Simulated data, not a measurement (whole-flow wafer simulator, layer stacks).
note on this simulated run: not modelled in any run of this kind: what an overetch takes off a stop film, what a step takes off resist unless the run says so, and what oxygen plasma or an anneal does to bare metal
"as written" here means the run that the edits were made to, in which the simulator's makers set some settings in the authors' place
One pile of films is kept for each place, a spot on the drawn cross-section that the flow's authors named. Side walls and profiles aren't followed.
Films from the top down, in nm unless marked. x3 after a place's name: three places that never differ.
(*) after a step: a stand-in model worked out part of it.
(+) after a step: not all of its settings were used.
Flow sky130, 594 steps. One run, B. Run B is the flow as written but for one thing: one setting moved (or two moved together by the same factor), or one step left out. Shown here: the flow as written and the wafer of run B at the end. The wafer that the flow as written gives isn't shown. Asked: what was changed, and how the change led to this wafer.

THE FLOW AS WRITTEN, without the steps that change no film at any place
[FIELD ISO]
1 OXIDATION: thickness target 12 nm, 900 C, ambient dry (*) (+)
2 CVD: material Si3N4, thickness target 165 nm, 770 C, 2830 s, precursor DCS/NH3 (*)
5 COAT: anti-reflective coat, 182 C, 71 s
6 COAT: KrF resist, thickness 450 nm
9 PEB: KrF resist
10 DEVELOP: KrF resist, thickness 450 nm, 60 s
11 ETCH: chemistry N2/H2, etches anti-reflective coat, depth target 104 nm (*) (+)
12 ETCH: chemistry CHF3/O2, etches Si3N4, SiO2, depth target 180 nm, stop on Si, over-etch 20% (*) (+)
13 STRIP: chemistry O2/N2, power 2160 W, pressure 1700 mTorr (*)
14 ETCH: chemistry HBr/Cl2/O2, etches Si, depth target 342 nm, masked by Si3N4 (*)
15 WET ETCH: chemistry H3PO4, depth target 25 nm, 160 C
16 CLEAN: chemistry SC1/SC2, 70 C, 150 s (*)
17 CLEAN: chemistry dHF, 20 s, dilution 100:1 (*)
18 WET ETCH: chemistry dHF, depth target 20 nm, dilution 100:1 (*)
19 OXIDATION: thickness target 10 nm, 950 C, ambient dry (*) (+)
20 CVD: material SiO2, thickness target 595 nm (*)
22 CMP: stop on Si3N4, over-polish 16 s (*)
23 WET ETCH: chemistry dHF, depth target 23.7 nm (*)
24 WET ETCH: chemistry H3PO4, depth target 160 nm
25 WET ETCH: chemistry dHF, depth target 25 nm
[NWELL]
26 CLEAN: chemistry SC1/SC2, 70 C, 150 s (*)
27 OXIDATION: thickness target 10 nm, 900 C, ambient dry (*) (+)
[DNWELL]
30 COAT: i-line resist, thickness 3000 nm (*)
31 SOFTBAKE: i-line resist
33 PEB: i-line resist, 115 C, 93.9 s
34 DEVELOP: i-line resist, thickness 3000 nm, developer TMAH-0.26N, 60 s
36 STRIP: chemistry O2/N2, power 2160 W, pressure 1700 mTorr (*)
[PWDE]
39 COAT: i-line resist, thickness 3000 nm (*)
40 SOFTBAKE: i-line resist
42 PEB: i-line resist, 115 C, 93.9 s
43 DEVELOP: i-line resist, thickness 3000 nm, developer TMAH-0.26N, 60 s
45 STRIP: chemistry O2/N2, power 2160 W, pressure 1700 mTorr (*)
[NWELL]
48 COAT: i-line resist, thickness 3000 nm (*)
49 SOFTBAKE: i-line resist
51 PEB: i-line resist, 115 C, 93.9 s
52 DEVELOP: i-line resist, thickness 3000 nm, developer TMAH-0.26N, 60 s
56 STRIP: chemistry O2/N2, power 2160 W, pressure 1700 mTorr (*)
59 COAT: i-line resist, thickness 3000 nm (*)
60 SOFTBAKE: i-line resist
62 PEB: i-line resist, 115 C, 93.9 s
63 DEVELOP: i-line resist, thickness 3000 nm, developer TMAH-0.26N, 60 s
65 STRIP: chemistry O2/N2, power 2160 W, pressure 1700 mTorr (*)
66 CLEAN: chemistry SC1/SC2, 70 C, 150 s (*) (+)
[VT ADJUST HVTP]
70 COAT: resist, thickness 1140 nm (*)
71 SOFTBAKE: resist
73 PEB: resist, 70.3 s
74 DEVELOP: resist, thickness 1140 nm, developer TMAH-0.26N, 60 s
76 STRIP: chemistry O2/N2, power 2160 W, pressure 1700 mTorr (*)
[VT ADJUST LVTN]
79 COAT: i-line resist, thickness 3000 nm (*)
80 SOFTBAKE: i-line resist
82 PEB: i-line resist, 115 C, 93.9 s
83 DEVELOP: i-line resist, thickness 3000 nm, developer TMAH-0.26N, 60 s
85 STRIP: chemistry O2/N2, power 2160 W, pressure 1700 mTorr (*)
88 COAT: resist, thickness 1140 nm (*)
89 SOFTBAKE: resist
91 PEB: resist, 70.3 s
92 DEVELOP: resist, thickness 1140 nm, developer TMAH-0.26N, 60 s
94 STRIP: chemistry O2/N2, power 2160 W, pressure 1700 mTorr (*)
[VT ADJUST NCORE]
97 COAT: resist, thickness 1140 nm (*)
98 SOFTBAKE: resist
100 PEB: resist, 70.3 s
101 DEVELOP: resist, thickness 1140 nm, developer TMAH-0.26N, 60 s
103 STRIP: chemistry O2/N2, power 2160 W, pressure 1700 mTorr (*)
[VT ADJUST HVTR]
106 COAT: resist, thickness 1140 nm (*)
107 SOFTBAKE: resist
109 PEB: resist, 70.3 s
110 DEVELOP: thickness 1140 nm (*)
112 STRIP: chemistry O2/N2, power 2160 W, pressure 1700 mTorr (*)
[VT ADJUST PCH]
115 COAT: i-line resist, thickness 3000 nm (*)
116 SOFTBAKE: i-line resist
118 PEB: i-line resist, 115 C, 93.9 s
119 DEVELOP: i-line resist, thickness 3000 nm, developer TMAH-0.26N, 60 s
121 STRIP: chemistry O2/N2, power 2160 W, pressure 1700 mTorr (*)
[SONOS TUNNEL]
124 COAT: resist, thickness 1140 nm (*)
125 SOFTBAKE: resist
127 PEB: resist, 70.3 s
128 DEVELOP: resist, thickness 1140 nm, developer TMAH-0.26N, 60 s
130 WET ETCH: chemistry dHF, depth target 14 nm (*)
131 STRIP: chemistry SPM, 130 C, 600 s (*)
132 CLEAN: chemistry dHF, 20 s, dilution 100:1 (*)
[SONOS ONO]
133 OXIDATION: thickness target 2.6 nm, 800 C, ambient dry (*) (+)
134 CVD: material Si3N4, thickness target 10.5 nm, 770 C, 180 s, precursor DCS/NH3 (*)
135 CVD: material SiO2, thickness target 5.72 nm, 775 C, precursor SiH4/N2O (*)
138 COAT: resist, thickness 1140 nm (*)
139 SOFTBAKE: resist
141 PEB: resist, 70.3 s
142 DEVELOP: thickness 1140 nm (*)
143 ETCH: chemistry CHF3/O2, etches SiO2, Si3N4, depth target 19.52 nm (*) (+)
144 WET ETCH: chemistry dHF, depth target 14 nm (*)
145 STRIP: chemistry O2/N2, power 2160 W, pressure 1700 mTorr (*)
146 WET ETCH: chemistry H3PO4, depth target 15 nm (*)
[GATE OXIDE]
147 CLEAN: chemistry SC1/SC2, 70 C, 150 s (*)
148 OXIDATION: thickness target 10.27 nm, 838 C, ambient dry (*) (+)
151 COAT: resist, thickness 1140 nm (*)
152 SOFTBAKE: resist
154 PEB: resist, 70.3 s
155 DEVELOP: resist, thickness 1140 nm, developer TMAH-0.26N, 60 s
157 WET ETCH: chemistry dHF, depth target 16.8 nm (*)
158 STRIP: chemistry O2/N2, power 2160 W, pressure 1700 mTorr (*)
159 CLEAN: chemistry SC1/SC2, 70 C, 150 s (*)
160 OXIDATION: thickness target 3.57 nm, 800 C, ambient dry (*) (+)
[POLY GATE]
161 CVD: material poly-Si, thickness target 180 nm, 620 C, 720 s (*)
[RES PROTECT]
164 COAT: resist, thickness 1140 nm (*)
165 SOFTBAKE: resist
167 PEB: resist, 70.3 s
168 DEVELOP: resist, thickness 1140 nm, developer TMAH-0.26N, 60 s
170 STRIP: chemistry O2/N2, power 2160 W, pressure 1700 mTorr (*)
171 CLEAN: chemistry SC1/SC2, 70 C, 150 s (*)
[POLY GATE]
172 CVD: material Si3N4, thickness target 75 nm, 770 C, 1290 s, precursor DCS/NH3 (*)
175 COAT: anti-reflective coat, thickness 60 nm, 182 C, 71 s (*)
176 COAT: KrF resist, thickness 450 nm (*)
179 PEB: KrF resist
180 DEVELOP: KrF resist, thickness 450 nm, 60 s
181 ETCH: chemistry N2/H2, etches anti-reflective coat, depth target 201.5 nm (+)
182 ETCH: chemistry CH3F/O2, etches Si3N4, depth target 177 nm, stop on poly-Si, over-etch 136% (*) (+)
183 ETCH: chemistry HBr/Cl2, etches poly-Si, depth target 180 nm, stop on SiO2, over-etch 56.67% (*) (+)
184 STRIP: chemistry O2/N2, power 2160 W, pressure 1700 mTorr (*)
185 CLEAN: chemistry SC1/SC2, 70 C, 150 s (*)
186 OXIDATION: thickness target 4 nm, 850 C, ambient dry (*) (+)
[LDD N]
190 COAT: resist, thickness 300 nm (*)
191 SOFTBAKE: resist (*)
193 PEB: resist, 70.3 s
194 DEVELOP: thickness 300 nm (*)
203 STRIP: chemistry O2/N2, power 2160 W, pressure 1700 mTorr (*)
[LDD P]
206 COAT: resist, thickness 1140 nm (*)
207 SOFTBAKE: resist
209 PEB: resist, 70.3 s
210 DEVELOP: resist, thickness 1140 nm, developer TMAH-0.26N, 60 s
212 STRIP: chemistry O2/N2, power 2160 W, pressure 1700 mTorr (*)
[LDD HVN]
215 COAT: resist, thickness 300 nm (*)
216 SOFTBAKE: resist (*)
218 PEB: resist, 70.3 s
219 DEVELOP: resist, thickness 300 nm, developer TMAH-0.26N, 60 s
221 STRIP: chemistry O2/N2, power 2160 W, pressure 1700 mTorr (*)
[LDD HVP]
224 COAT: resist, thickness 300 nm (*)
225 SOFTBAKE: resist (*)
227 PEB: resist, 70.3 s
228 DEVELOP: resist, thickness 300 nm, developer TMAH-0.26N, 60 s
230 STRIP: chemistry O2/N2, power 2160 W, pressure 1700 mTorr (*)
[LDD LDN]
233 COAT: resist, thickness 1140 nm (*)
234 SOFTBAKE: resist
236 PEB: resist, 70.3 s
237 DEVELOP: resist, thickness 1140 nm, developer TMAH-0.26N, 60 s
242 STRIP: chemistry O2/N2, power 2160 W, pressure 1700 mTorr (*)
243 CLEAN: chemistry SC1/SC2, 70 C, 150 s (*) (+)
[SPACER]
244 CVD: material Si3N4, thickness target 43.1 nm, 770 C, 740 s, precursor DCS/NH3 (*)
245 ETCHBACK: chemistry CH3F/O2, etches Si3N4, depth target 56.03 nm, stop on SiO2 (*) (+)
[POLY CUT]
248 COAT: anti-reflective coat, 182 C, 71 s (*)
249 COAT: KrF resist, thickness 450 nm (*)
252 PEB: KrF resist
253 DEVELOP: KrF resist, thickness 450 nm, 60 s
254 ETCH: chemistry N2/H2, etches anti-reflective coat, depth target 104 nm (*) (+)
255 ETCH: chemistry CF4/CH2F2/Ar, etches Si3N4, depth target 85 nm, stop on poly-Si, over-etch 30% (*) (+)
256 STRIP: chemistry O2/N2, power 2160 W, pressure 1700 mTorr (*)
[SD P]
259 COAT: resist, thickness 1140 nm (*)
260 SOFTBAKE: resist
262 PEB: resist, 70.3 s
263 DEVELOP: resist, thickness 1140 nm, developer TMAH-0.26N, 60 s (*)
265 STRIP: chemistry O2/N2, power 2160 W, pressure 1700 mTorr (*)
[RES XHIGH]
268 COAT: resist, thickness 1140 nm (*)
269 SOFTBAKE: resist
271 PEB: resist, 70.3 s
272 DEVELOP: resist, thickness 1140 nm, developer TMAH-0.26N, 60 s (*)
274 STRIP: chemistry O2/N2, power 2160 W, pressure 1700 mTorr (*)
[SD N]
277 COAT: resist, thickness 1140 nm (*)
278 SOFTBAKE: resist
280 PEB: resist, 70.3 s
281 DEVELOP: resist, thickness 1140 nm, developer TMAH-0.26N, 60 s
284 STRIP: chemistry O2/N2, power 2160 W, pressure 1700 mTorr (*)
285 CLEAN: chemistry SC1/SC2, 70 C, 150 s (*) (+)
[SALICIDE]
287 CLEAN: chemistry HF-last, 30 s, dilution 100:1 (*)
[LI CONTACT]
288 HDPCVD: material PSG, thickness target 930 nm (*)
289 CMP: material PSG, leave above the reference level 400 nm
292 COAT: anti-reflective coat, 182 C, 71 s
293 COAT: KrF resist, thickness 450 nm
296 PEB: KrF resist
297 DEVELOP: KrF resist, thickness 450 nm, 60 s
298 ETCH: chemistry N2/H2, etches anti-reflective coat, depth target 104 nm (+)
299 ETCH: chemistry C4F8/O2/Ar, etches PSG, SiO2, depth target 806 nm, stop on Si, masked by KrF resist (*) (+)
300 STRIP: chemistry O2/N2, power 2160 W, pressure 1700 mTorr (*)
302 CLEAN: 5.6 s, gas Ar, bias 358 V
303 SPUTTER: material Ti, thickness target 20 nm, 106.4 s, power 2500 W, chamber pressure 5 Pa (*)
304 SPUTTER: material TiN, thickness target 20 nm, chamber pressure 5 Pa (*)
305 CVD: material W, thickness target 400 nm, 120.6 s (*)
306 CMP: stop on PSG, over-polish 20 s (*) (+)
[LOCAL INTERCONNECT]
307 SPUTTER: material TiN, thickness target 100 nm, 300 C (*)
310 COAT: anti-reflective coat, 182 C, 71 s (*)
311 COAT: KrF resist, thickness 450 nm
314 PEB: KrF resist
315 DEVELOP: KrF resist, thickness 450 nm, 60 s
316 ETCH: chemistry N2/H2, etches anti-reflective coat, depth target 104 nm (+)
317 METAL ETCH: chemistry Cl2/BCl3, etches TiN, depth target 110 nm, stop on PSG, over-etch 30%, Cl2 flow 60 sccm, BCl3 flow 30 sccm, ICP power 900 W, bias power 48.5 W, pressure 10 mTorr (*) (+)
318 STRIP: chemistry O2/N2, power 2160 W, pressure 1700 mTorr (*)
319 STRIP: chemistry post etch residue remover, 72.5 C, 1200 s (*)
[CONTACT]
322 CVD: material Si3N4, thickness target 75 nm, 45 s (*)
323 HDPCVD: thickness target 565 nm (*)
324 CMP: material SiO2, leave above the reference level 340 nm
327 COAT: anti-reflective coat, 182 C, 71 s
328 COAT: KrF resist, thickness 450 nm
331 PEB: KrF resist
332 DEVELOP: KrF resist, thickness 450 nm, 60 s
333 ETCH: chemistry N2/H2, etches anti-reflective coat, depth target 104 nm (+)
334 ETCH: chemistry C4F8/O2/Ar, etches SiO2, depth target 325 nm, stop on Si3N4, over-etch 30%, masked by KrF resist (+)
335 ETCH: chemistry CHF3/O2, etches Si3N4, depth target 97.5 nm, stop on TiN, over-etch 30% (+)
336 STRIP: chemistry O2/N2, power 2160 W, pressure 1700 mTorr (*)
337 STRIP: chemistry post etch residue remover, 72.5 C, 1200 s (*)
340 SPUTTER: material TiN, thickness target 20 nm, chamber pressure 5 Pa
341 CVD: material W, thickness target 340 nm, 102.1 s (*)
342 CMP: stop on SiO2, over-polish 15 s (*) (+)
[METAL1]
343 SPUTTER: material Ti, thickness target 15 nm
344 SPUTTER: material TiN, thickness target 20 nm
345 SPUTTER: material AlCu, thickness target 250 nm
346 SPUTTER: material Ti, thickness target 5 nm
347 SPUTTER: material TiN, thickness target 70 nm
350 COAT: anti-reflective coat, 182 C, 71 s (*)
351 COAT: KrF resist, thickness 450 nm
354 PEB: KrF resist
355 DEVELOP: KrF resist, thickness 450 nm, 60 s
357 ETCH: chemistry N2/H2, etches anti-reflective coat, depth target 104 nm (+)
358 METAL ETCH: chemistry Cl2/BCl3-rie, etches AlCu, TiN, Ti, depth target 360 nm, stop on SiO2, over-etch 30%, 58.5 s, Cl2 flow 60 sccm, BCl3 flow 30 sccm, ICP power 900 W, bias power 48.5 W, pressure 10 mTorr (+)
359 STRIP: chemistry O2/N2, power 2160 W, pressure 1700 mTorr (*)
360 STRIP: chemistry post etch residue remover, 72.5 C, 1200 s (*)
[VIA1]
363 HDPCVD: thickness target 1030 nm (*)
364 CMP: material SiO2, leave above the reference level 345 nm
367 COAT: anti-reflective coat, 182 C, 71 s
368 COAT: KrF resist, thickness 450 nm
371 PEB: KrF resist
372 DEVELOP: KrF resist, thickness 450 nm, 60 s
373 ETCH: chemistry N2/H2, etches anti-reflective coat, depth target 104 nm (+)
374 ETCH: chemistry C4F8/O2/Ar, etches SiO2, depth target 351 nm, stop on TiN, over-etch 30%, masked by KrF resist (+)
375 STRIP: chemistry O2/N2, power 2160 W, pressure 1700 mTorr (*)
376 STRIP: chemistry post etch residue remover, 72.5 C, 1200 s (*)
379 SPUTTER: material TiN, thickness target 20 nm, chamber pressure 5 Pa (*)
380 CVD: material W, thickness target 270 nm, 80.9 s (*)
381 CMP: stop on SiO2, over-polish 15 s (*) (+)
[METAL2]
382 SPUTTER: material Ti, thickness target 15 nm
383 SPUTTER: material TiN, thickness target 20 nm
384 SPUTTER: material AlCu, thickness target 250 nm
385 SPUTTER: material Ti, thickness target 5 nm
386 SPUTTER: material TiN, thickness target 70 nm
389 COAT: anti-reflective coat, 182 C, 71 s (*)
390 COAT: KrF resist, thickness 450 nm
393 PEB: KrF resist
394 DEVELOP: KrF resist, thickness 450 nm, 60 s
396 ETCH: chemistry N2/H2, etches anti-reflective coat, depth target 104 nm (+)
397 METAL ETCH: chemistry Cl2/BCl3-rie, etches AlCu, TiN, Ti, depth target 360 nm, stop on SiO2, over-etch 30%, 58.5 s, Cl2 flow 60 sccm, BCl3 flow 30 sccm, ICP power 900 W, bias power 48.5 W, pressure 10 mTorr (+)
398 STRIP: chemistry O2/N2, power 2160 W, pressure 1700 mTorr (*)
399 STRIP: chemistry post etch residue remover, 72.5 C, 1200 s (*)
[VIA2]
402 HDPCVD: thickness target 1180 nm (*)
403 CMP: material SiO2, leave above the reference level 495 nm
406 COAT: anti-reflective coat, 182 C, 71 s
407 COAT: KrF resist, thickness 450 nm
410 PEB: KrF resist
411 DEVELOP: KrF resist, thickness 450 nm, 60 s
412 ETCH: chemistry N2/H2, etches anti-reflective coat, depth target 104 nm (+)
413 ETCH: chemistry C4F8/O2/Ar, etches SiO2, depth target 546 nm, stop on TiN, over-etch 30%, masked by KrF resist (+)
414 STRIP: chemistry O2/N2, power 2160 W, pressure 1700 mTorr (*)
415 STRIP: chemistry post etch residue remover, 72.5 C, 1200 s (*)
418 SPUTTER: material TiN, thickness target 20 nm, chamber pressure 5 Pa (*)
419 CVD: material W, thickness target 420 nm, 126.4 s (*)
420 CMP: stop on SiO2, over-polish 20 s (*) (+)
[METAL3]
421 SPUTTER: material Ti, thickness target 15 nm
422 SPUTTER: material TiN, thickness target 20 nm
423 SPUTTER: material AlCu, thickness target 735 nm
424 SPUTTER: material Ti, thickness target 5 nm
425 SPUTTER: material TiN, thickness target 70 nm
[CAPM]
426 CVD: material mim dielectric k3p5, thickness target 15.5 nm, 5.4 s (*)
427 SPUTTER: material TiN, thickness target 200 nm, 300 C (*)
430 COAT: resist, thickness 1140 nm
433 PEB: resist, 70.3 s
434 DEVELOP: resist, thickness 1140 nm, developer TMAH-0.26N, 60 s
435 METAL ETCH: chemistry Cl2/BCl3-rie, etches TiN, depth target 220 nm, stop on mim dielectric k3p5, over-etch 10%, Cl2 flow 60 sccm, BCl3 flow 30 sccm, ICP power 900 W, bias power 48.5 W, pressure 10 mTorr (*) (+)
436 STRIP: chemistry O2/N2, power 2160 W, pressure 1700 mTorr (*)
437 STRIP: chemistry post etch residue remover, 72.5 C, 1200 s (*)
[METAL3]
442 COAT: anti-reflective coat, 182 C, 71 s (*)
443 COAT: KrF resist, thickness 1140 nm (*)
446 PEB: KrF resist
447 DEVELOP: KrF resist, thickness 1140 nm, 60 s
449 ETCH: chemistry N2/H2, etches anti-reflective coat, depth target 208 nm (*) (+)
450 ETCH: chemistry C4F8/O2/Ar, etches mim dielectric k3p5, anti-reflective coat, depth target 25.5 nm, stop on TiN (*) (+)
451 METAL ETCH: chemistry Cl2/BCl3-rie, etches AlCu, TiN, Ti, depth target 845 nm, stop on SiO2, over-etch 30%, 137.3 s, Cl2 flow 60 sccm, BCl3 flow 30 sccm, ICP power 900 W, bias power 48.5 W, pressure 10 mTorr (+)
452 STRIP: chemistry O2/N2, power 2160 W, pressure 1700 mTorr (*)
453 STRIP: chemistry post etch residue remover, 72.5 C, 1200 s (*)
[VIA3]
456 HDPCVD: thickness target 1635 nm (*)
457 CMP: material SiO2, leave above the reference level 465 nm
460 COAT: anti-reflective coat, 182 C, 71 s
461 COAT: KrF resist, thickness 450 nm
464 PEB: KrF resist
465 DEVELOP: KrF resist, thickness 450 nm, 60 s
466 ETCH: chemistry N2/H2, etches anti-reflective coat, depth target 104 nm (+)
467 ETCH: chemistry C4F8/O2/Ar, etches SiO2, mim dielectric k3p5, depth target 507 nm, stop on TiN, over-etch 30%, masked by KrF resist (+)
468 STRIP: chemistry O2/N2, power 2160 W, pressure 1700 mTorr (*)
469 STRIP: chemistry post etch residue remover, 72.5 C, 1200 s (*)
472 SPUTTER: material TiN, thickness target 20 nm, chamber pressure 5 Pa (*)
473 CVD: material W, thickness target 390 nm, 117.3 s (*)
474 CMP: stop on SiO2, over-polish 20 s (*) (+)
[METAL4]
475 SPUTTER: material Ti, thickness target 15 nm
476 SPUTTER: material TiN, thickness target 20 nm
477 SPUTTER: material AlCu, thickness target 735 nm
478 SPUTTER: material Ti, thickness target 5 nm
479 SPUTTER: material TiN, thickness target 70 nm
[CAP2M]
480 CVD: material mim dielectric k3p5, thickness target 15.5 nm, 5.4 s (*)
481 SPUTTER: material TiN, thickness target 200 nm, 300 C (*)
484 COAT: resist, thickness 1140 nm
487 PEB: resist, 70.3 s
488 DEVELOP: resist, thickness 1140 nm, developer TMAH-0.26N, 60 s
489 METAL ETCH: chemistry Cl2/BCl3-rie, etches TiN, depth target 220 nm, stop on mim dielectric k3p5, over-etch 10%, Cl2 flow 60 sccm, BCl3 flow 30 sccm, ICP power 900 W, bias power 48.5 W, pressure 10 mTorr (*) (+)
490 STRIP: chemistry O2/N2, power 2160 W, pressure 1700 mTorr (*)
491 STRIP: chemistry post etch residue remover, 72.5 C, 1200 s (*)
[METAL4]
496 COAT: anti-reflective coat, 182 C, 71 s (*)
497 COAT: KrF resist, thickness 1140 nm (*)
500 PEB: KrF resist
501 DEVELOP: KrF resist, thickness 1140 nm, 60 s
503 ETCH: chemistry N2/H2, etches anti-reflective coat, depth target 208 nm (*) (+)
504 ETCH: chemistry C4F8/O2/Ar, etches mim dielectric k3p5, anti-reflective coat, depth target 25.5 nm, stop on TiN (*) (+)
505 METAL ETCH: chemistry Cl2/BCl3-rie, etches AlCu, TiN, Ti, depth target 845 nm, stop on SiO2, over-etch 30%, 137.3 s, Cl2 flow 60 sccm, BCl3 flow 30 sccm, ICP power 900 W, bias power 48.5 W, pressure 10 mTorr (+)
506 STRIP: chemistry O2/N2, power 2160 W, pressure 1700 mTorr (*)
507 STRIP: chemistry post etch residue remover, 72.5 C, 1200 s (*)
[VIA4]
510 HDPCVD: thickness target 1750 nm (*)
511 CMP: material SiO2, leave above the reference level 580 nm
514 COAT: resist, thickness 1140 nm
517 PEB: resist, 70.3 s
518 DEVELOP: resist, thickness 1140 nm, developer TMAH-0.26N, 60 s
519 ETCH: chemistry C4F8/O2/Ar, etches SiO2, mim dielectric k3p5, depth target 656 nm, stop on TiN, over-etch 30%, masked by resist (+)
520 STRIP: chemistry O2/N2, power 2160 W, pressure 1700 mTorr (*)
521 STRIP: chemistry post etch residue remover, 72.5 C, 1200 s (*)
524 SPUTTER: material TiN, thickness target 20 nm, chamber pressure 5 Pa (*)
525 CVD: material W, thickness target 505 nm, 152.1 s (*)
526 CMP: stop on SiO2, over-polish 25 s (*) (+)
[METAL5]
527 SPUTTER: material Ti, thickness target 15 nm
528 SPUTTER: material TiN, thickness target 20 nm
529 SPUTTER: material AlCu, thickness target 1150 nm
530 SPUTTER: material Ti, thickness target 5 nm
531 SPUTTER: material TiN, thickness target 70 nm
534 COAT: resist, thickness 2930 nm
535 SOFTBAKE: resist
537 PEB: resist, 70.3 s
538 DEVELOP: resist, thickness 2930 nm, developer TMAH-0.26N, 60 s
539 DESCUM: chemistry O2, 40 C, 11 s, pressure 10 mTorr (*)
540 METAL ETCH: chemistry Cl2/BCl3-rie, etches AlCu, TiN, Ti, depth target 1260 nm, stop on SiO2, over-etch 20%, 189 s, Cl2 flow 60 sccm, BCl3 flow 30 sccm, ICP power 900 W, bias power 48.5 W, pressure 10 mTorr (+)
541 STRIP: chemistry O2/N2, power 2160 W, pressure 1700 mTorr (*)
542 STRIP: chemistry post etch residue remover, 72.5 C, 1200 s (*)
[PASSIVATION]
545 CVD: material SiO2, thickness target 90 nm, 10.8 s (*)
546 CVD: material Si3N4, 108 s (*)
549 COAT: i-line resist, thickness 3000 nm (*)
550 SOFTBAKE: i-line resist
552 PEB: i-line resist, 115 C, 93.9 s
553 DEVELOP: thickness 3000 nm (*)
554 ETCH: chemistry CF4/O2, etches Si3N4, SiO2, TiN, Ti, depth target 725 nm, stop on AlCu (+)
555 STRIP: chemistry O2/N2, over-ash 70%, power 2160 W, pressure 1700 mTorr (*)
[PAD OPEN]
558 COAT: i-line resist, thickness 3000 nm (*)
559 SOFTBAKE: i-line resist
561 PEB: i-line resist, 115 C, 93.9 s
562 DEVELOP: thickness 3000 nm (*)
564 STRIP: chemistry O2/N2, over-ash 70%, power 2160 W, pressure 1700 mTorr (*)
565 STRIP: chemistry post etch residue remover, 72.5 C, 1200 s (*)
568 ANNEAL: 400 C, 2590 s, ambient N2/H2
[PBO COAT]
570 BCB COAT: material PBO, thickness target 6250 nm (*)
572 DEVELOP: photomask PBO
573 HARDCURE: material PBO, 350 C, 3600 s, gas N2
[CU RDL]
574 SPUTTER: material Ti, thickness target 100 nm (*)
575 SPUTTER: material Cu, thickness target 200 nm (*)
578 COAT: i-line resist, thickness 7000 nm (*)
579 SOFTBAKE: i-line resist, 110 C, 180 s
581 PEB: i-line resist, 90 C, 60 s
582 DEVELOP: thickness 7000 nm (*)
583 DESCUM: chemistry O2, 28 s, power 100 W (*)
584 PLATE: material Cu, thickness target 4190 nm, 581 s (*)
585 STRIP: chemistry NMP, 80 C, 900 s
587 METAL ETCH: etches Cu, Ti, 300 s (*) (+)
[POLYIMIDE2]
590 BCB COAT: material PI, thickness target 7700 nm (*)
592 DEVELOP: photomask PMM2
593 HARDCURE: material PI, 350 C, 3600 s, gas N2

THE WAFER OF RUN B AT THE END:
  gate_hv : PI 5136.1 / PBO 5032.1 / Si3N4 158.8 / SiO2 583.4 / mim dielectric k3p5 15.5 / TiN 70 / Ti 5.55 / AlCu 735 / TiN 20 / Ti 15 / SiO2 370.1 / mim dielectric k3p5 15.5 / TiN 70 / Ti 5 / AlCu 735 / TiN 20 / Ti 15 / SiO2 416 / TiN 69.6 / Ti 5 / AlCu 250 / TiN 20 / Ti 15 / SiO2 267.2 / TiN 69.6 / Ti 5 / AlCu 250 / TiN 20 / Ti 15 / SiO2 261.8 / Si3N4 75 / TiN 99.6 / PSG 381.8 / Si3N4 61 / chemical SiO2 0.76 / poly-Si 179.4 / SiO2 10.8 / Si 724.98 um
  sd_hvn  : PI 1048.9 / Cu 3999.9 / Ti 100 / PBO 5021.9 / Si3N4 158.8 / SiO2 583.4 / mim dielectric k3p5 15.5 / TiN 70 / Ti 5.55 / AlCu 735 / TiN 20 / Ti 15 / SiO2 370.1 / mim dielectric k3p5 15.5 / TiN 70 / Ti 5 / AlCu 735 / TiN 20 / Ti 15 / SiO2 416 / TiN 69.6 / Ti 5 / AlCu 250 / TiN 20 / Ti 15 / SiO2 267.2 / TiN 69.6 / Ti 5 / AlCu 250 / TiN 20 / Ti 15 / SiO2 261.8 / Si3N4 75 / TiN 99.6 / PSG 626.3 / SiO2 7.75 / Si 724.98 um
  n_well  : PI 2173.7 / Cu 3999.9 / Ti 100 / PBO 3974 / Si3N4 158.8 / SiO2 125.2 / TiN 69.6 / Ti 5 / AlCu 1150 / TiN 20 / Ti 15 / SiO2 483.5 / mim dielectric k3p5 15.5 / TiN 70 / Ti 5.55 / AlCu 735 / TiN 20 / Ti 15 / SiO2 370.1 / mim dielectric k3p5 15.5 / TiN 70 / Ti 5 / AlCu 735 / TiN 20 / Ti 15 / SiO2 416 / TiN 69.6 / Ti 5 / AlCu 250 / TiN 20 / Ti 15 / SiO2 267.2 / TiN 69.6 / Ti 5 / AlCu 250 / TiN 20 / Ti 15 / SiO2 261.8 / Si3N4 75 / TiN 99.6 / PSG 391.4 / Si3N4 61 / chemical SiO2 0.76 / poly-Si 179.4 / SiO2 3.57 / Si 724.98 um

The cause: step 478, SPUTTER: thickness target 5.55 nm was run, where the flow has thickness target 5 nm.
It can be read off the wafer: gate_hv has Ti 5.55, and step 478 as written asks for 5 nm.

How the change led to this, step by step:
  478 SPUTTER: material Ti, thickness target 5 nm
      field, active, n_well and 189 more: Ti +5.55 (new film) (as written it would be: Ti +5 (new film))
  505 METAL ETCH: chemistry Cl2/BCl3-rie, etches AlCu, TiN, Ti, depth target 845 nm, stop on SiO2, over-etch 30%, 137.3 s, Cl2 flow 60 sccm, BCl3 flow 30 sccm, ICP power 900 W, bias power 48.5 W, pressure 10 mTorr (+)
      field, gate, spacer and 68 more: TiN -70 (all of it), Ti -5.55 (all of it), AlCu -735 (all of it), TiN -20 (all of it), Ti -15 (all of it), SiO2 -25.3 (as written it would be: TiN -70 (all of it), Ti -5 (all of it), AlCu -735 (all of it), TiN -20 (all of it), Ti -15 (all of it), SiO2 -25.4)
      active, vpp_iso1, mim_edge_plate and 14 more: TiN -70 (all of it), Ti -5.55 (all of it), AlCu -735 (all of it), TiN -20 (all of it), Ti -15 (all of it), SiO2 -25.3 (as written it would be: TiN -70 (all of it), Ti -5 (all of it), AlCu -735 (all of it), TiN -20 (all of it), Ti -15 (all of it), SiO2 -25.3)
